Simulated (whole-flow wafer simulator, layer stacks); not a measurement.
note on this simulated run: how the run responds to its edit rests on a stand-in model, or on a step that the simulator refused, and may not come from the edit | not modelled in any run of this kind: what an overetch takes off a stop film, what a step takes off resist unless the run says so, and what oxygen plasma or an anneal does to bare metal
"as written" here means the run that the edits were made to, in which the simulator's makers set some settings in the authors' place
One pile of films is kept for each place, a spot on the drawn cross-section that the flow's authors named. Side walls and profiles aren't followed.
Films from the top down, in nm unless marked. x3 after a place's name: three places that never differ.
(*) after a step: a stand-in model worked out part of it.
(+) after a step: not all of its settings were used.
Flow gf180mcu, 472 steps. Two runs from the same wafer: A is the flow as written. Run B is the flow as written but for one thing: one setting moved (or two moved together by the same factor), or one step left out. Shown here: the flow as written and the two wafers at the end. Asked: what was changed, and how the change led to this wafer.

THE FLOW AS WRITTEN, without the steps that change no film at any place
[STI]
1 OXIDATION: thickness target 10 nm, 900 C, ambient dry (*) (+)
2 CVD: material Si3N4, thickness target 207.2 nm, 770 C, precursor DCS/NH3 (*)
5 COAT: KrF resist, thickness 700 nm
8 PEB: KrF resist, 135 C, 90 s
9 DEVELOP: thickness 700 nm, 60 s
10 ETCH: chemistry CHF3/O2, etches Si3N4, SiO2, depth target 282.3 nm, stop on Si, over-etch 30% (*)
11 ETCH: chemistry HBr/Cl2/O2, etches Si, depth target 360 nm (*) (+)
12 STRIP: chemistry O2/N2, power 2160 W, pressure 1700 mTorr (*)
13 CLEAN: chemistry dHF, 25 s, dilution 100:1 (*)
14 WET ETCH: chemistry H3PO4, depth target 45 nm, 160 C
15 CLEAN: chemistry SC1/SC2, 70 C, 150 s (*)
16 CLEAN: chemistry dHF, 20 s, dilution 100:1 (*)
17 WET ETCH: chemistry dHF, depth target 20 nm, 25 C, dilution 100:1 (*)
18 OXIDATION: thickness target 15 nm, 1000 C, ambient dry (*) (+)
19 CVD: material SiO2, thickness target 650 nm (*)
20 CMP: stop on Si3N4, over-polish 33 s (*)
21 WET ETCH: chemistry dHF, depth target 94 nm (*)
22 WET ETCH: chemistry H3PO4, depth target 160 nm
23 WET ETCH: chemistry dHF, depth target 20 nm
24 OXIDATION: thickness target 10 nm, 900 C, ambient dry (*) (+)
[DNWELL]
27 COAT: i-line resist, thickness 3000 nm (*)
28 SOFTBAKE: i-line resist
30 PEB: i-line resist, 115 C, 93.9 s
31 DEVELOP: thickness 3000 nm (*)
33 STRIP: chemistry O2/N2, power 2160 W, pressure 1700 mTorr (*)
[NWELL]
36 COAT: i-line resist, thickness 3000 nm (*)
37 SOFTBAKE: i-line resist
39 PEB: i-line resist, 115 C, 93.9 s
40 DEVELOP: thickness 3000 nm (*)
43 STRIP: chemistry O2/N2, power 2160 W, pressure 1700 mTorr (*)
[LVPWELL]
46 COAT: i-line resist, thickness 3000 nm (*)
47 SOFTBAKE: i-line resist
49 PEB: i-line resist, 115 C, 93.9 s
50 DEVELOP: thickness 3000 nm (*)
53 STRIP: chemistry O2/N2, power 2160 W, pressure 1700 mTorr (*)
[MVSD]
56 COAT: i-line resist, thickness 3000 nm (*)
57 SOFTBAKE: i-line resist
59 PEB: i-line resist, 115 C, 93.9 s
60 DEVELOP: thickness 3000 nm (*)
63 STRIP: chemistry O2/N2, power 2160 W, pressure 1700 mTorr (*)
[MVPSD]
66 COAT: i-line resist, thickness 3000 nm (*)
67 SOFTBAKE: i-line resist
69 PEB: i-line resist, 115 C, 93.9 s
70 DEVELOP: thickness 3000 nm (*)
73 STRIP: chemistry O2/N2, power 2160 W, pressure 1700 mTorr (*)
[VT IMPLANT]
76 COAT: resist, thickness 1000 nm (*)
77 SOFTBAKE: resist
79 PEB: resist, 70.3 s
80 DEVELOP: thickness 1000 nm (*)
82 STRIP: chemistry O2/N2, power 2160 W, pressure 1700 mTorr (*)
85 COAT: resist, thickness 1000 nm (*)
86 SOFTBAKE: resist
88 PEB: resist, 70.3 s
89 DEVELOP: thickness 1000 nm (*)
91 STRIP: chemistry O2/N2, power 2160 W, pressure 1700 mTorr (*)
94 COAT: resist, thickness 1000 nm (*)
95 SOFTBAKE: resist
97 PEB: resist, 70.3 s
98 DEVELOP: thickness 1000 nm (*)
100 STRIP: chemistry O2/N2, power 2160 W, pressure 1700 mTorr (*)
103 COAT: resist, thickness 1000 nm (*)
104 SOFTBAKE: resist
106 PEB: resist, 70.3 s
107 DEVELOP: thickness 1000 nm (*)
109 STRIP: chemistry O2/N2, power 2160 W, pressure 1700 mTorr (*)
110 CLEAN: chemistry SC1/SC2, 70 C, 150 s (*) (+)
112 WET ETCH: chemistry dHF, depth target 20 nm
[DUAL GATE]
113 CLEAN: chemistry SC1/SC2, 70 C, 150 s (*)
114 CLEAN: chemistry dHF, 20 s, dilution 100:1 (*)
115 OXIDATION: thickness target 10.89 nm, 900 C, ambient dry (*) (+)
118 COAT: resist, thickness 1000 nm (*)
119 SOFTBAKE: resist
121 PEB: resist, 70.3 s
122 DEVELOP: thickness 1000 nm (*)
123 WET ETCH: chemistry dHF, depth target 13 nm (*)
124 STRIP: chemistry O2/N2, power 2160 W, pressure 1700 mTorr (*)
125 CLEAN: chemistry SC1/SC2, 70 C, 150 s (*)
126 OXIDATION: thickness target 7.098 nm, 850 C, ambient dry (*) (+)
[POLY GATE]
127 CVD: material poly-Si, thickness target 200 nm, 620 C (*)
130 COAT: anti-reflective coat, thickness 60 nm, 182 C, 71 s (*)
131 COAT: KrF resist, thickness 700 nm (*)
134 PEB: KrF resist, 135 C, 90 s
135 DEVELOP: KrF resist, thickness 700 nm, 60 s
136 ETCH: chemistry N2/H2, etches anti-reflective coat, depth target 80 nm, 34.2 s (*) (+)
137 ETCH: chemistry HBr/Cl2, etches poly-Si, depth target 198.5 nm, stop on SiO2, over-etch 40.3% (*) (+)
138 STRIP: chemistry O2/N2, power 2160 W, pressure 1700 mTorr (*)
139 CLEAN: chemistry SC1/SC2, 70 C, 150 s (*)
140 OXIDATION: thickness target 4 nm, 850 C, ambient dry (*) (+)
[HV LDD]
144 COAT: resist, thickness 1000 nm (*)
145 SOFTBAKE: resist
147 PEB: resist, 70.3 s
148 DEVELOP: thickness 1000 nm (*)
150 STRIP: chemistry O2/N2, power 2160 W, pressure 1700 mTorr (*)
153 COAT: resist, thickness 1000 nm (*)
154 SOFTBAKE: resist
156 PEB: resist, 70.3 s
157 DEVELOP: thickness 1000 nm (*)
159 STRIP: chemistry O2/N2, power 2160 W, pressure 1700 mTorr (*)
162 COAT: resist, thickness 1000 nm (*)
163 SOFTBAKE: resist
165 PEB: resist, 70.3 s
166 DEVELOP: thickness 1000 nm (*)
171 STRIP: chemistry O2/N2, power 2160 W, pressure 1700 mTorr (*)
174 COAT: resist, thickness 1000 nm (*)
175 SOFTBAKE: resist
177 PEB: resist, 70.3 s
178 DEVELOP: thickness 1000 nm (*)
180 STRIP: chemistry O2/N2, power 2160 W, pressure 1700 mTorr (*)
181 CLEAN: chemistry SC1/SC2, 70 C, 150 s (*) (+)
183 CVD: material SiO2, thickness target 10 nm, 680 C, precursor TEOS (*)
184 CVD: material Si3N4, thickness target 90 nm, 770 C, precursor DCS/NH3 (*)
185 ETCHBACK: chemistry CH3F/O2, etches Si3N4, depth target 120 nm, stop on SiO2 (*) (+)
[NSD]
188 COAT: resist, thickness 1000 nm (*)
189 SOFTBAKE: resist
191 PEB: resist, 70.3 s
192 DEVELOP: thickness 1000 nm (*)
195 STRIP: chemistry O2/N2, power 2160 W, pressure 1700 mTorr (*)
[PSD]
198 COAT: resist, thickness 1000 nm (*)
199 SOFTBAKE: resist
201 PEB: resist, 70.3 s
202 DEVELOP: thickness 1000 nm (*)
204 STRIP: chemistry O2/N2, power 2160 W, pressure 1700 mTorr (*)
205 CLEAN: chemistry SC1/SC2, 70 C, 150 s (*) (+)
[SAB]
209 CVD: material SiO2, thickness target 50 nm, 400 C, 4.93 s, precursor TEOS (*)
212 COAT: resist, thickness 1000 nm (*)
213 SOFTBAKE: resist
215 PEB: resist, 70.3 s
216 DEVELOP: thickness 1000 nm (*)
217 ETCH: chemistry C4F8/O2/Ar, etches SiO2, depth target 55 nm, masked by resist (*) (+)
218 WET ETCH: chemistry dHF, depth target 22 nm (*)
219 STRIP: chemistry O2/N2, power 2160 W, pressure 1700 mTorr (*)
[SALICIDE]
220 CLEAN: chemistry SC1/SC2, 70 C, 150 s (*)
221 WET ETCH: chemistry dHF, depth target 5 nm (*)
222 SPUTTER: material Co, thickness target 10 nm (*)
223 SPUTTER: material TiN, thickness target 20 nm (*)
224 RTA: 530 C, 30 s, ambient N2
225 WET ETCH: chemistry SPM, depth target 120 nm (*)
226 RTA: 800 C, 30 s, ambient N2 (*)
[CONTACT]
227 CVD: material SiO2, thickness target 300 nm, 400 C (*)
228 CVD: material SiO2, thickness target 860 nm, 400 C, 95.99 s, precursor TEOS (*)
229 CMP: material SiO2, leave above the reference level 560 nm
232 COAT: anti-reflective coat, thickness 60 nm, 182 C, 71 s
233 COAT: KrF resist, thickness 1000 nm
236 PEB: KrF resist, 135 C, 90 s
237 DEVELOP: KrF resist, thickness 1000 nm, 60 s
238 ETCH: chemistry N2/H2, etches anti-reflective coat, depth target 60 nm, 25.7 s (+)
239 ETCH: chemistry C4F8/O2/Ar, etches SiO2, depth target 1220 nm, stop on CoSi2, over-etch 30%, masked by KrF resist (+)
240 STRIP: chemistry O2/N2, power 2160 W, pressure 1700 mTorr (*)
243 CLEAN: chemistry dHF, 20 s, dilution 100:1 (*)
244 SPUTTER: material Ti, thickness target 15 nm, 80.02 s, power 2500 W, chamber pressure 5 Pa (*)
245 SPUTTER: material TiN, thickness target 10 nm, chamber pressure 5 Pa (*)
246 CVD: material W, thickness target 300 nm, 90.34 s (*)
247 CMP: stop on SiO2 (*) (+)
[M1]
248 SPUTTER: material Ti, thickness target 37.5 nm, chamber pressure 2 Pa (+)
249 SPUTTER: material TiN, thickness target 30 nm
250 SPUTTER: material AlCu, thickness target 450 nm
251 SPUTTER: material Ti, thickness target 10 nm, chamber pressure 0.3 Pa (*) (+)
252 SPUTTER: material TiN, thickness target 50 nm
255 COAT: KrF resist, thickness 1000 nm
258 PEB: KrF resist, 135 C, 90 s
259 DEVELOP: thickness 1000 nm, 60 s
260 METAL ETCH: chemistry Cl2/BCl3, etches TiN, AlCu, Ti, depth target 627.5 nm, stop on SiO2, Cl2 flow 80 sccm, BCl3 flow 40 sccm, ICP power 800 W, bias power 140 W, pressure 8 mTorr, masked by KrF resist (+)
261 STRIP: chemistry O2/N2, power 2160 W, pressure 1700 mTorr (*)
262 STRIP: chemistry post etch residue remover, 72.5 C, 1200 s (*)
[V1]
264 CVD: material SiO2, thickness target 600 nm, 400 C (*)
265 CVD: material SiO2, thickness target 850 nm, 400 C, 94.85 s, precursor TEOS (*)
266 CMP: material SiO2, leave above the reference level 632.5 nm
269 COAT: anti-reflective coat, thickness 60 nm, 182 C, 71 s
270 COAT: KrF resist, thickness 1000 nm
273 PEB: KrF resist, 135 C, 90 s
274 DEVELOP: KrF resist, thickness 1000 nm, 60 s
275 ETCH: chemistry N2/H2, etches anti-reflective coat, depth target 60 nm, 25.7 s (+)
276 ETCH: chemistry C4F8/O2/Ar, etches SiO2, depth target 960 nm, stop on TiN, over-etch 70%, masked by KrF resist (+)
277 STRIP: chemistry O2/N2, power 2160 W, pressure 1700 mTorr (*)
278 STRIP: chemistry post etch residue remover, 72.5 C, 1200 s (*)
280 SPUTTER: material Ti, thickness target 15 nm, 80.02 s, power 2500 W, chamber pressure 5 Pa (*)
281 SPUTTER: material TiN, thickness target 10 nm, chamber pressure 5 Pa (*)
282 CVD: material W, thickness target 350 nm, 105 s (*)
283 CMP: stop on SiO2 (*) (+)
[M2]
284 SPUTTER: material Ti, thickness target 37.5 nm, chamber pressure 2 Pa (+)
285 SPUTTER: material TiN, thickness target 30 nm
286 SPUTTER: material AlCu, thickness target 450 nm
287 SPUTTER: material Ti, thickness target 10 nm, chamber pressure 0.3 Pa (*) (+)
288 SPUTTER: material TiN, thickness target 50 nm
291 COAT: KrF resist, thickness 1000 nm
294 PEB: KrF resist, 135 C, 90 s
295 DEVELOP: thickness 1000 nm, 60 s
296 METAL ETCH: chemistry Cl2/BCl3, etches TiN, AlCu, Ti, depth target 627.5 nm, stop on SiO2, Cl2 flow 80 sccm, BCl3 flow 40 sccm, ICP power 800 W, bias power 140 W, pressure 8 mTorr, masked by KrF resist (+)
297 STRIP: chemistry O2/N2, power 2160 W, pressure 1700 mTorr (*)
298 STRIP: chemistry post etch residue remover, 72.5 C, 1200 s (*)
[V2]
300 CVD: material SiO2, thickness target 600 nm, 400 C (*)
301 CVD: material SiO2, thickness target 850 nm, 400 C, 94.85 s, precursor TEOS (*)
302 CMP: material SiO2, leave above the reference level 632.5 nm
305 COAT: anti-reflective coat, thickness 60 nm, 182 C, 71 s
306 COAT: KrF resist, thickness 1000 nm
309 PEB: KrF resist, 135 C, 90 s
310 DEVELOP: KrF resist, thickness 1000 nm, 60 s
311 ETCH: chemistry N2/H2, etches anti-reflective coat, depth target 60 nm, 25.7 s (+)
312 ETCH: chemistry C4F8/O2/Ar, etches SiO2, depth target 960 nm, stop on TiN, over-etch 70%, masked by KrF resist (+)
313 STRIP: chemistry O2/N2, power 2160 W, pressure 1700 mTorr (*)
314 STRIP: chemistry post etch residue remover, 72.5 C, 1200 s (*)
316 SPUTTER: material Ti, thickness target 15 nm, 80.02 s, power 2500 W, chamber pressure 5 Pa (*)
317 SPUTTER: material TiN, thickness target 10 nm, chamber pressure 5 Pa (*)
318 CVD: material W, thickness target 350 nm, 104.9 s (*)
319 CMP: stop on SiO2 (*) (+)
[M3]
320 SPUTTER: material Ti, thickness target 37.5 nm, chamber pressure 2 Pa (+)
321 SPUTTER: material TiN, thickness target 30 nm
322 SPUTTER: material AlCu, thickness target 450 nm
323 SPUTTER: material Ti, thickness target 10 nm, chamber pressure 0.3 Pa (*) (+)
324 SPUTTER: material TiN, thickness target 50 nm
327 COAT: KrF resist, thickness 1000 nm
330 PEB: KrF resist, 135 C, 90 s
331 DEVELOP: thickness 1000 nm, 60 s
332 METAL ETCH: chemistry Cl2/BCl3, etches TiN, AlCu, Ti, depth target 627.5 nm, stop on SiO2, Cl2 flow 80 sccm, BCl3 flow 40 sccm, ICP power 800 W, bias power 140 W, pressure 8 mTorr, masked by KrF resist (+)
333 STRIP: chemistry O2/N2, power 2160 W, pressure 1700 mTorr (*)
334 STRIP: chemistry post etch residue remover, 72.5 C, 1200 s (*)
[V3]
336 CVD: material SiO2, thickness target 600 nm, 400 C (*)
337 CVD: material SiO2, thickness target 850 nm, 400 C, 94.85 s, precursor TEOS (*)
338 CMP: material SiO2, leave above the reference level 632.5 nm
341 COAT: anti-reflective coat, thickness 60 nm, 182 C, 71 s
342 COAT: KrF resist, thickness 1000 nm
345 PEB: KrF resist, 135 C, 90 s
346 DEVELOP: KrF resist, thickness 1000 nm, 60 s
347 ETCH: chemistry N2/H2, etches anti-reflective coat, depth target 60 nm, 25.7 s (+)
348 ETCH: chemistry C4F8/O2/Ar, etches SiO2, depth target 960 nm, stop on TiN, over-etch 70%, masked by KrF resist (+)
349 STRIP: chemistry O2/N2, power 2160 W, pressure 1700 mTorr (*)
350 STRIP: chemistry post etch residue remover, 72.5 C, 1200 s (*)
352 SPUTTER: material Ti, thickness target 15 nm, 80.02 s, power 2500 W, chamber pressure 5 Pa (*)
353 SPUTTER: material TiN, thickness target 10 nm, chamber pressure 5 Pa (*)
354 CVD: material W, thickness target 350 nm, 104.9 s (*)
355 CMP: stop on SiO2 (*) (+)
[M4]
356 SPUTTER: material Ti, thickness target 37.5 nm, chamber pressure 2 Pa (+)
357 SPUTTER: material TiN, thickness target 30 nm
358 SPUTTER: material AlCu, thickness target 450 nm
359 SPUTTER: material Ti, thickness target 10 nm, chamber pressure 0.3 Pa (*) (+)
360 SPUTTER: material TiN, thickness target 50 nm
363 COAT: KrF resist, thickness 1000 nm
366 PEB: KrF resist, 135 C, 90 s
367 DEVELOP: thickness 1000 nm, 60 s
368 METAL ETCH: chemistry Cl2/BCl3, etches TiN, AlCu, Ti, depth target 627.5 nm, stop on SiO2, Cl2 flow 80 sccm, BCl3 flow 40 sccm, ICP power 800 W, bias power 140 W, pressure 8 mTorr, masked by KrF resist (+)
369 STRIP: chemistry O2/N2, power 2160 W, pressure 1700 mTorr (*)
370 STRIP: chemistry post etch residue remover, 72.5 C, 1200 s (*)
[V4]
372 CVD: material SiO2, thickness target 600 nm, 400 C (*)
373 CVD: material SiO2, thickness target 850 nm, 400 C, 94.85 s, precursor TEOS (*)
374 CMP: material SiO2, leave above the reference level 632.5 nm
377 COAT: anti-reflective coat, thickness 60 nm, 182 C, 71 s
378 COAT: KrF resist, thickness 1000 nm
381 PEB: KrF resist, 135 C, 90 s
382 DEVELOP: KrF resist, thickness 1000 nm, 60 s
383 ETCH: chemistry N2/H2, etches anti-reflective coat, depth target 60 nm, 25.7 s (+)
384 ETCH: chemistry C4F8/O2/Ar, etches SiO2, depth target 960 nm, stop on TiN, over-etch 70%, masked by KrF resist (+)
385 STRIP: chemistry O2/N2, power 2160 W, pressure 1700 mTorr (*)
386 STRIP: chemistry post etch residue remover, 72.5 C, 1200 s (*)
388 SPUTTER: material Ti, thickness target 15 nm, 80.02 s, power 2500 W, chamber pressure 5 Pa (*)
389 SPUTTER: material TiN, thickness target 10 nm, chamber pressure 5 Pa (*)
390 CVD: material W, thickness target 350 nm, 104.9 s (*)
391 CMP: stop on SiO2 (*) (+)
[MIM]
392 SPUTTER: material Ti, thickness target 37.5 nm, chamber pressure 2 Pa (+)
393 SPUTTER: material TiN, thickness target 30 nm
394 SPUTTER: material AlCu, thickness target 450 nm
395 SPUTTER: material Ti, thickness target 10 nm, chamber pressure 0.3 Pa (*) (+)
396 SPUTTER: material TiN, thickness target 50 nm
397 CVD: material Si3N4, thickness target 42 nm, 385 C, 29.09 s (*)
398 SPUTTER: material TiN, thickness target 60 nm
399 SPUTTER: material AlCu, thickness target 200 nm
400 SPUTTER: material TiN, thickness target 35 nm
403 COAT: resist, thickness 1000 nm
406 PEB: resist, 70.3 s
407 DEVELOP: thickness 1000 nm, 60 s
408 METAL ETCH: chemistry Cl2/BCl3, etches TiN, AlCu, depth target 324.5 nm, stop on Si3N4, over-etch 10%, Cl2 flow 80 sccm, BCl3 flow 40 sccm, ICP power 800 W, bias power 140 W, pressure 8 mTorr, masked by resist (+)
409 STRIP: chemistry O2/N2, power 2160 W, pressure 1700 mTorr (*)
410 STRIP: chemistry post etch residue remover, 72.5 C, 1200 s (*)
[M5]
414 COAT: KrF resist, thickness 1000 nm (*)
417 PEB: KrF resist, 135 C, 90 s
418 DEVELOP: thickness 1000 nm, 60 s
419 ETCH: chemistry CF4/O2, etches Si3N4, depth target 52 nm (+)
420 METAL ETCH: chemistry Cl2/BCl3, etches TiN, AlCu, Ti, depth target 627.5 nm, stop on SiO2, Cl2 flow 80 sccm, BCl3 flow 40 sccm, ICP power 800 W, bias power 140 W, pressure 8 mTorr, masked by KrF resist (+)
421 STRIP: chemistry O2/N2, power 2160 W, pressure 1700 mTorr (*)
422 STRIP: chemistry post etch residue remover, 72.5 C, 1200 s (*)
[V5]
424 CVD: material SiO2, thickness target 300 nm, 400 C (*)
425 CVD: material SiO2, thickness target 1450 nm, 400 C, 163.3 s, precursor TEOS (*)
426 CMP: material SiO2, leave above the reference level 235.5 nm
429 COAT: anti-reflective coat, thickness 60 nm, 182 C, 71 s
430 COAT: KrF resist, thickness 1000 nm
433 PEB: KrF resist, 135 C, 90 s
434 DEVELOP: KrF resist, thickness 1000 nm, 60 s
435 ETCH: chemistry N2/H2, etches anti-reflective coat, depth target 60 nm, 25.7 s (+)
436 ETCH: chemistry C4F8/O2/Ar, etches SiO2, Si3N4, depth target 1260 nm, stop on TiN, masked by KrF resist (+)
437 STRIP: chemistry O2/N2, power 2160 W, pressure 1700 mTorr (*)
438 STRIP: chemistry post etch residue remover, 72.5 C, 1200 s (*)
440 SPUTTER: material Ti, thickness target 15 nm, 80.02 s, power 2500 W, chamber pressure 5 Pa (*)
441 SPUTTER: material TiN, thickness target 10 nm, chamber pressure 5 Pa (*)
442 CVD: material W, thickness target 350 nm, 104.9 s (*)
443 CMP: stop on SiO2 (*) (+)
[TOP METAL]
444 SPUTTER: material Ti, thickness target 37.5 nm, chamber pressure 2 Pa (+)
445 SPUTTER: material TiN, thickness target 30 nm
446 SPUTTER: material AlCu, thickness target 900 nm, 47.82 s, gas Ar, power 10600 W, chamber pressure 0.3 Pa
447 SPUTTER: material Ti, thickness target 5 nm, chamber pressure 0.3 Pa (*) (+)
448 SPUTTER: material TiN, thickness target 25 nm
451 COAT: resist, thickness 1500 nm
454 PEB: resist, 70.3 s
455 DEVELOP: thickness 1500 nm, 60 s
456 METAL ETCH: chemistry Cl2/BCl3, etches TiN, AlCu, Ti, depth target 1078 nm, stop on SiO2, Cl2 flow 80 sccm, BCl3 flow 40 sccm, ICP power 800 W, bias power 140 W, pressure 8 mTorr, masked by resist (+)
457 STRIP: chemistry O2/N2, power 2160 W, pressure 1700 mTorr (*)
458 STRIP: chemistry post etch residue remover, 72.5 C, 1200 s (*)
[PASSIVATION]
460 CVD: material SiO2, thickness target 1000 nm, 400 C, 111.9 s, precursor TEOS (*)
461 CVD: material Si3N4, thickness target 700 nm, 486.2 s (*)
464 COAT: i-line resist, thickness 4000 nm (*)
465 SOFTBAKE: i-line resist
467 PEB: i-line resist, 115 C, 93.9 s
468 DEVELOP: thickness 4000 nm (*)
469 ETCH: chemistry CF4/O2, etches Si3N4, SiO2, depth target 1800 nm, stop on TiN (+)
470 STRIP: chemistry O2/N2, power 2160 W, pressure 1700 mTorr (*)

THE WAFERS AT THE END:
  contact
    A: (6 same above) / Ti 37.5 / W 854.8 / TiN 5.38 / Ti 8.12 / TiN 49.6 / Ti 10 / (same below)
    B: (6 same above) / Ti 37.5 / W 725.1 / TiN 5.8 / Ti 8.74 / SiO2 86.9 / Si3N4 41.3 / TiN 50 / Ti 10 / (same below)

The cause: step 436, ETCH: depth target 743 nm was run, where the flow has depth target 1260 nm.

How the change led to this, step by step:
  436 ETCH: chemistry C4F8/O2/Ar, etches SiO2, Si3N4, depth target 1260 nm, stop on TiN, masked by KrF resist (+)
      contact: A SiO2 -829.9 (all of it), Si3N4 -41.3 (all of it) | B SiO2 -743
      field, field__w1, field__w2 and 108 more: A KrF resist -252 | B KrF resist -148.6
  437 STRIP: chemistry O2/N2, power 2160 W, pressure 1700 mTorr (*)
      field, field__w1, field__w2 and 108 more: A KrF resist -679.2 (all of it), anti-reflective coat -60 (all of it) | B KrF resist -782.6 (all of it), anti-reflective coat -60 (all of it)
  440 SPUTTER: material Ti, thickness target 15 nm, 80.02 s, power 2500 W, chamber pressure 5 Pa (*)
      contact: A Ti +8.12 (new film) | B Ti +8.74 (new film)
  442 CVD: material W, thickness target 350 nm, 104.9 s (*)
      contact: A W +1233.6 (new film) | B W +1103.9 (new film)
Counting metal films that touch as one body, contact has 2 bodies (between them, from the top down: SiO2 86.9 / Si3N4 41.3); the flow as written gives 1 body.
